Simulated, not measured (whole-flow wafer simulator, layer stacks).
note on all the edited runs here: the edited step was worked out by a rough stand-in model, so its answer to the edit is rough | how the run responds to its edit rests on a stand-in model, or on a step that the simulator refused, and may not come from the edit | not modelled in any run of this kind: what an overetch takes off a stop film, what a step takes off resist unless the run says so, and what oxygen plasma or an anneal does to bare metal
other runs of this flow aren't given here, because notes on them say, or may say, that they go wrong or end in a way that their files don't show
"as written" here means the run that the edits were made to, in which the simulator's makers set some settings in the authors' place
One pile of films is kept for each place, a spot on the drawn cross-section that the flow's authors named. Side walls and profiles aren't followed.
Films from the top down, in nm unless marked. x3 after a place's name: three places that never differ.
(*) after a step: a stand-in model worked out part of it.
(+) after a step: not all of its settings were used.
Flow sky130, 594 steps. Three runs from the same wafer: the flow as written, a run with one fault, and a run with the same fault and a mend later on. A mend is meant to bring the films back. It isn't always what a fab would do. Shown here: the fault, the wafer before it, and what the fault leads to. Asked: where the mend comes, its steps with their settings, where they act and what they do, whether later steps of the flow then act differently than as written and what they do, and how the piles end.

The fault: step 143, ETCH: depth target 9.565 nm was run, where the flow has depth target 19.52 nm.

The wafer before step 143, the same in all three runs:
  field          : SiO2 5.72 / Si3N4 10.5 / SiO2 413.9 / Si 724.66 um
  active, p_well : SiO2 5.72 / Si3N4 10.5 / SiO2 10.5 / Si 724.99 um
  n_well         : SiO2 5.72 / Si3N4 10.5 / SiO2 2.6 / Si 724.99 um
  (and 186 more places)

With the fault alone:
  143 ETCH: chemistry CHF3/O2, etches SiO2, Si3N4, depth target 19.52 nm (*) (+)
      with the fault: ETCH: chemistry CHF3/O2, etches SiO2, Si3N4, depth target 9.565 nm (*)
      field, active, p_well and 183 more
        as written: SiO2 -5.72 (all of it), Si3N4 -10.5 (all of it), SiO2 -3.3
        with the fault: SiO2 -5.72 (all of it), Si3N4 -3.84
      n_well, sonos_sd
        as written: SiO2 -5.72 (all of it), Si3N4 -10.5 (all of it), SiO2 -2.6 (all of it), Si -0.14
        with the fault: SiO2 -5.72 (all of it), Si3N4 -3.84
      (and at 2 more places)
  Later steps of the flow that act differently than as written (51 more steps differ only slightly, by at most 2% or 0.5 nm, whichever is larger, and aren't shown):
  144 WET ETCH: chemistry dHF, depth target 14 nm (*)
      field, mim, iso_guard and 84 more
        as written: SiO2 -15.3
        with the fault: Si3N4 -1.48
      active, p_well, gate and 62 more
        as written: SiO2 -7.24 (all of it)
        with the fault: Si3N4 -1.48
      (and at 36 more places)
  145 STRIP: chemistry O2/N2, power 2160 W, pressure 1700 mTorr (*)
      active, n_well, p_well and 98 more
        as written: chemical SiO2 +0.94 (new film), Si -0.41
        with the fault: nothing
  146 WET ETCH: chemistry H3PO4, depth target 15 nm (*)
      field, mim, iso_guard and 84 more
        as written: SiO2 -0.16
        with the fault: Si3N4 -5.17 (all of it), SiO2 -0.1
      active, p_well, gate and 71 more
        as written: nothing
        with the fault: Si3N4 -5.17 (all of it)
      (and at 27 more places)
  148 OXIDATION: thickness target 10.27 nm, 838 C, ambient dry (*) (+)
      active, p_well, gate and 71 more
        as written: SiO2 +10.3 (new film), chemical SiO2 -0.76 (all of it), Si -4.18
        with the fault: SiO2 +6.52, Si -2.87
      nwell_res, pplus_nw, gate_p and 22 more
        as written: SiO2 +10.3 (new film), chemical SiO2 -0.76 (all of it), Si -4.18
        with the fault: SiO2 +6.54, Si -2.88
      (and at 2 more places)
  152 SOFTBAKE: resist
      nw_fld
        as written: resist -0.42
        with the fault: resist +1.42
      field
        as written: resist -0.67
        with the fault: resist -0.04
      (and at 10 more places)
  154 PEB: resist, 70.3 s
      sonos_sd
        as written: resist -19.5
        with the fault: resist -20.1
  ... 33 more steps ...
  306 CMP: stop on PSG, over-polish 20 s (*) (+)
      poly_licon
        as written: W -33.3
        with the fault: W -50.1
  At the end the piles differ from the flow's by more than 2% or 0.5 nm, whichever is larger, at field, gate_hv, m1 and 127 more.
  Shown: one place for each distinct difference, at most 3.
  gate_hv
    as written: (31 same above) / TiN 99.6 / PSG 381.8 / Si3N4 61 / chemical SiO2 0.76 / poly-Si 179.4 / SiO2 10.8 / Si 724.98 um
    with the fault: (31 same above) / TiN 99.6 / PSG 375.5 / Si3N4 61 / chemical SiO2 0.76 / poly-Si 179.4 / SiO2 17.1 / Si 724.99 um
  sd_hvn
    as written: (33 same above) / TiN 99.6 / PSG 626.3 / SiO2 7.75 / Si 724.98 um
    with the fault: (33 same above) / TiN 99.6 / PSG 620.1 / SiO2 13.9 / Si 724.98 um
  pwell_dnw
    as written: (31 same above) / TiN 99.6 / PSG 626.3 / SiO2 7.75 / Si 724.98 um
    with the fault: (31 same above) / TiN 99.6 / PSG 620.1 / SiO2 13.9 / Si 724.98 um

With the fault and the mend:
  The mend comes after step 143.
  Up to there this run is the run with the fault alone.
  143a ETCH: chemistry CHF3/O2, etches SiO2, Si3N4, depth target 9.955 nm (*) (+) (the flow's step 143 once more, with other settings)
      field, active, p_well and 183 more
        Si3N4 -6.66 (all of it), SiO2 -3.3
      n_well, sonos_sd
        Si3N4 -6.66 (all of it), SiO2 -2.6 (all of it), Si -0.14
      sonos_cell, sonos_cell_x
        resist -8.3
  No later step of the flow acts differently than as written, at any place that is followed, by more than 2% or 0.5 nm, whichever is larger.
  At the end the piles differ from the flow's only slightly at the places that both follow, by at most 2% or 0.5 nm, whichever is larger.
